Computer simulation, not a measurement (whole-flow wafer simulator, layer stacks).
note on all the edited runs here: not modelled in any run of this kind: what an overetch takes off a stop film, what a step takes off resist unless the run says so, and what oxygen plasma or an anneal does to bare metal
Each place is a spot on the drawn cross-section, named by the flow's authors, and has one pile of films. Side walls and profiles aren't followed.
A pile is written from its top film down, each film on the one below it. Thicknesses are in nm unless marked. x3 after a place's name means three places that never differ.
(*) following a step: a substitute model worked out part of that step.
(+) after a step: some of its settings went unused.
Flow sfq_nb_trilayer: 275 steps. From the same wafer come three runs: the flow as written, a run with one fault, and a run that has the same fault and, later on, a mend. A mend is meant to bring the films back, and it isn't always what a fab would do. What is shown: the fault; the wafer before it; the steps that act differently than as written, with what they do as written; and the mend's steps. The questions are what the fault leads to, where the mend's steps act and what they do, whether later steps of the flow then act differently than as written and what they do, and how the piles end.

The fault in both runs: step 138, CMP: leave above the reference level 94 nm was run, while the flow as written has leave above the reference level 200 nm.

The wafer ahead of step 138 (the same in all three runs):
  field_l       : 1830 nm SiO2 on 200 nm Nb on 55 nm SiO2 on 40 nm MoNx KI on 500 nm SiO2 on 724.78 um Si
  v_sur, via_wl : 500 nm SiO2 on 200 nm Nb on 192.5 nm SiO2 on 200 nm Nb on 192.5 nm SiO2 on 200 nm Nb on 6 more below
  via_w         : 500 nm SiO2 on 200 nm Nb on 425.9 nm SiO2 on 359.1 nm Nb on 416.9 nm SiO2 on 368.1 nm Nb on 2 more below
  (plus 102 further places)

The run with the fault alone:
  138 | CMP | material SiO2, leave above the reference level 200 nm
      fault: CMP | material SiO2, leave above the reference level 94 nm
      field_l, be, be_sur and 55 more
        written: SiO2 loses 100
        fault: SiO2 loses 206
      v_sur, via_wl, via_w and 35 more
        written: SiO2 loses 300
        fault: SiO2 loses 406
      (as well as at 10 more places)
  Steps further on in the flow that do not act as written (4 other steps are not shown; they differ only slightly, by no more than 2% or 0.5 nm, whichever is larger):
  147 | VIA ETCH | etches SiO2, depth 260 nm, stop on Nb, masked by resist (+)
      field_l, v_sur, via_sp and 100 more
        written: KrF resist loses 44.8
        fault: KrF resist loses 24.3
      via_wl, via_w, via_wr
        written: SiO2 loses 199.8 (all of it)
        fault: SiO2 loses 93.8 (all of it)
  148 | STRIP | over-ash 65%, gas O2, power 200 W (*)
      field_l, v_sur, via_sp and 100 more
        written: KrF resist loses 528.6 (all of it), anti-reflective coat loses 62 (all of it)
        fault: KrF resist loses 549.2 (all of it), anti-reflective coat loses 62 (all of it)
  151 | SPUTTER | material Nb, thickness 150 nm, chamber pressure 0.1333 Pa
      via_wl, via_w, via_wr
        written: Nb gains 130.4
        fault: Nb gains 142.9
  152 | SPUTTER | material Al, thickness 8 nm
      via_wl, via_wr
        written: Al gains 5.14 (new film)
        fault: Al gains 6.42 (new film)
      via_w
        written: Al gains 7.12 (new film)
        fault: Al gains 7.9 (new film)
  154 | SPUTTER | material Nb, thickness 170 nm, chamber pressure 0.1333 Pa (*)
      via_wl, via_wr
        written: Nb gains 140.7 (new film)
        fault: Nb gains 132.3 (new film)
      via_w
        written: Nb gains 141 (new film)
        fault: Nb gains 168.4 (new film)
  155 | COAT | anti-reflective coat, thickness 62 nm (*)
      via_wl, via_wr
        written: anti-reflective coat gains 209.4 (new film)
        fault: anti-reflective coat gains 154.8 (new film)
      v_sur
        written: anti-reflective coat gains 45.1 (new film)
        fault: anti-reflective coat gains 50.6 (new film)
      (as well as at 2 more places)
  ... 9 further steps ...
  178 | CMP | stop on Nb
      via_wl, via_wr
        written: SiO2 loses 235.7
        fault: SiO2 loses 353.9
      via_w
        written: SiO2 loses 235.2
        fault: SiO2 loses 353.5
  By the end, the piles at field_l, v_sur, via_wl and 103 more depart from the flow's by more than 2% or 0.5 nm, whichever is larger.
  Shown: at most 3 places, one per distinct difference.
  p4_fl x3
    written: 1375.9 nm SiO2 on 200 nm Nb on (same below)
    fault: 1269.9 nm SiO2 on 200 nm Nb on (same below)
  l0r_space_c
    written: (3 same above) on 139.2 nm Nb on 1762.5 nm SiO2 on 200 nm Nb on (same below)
    fault: (3 same above) on 139.2 nm Nb on 1656.5 nm SiO2 on 200 nm Nb on (same below)
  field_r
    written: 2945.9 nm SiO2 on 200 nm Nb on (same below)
    fault: 2839.9 nm SiO2 on 200 nm Nb on (same below)

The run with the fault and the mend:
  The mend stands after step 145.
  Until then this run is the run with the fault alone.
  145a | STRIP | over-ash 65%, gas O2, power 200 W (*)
      field_l, v_sur, via_sp and 100 more
        KrF resist loses 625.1 (all of it), anti-reflective coat loses 62 (all of it)
      via_wl, via_w, via_wr
        anti-reflective coat loses 62 (all of it)
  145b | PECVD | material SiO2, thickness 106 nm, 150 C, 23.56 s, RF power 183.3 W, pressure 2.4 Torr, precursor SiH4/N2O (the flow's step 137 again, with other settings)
      field_l, v_sur, via_wl and 103 more
        SiO2 gains 106
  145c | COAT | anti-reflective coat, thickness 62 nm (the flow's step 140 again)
      field_l, v_sur, via_wl and 103 more
        anti-reflective coat gains 62 (new film)
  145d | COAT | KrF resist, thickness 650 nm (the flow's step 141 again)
      field_l, v_sur, via_wl and 103 more
        KrF resist gains 650 (new film)
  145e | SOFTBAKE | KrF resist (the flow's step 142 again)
      alters no film at any place that is followed
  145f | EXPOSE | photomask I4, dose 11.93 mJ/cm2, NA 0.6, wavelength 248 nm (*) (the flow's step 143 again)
      alters no film at any place that is followed
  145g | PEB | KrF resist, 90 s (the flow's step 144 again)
      field_l, v_sur, via_wl and 103 more
        KrF resist loses 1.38
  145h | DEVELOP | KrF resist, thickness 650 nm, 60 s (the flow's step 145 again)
      field_l, v_sur, via_sp and 100 more
        KrF resist loses 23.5
      via_wl, via_w, via_wr
        KrF resist loses 648.6 (all of it)
  None of the later steps of the flow differs from how it acts as written, at any place that is followed, by more than 2% or 0.5 nm, whichever is larger.
  At every place that both follow, the piles at the end match the flow's.
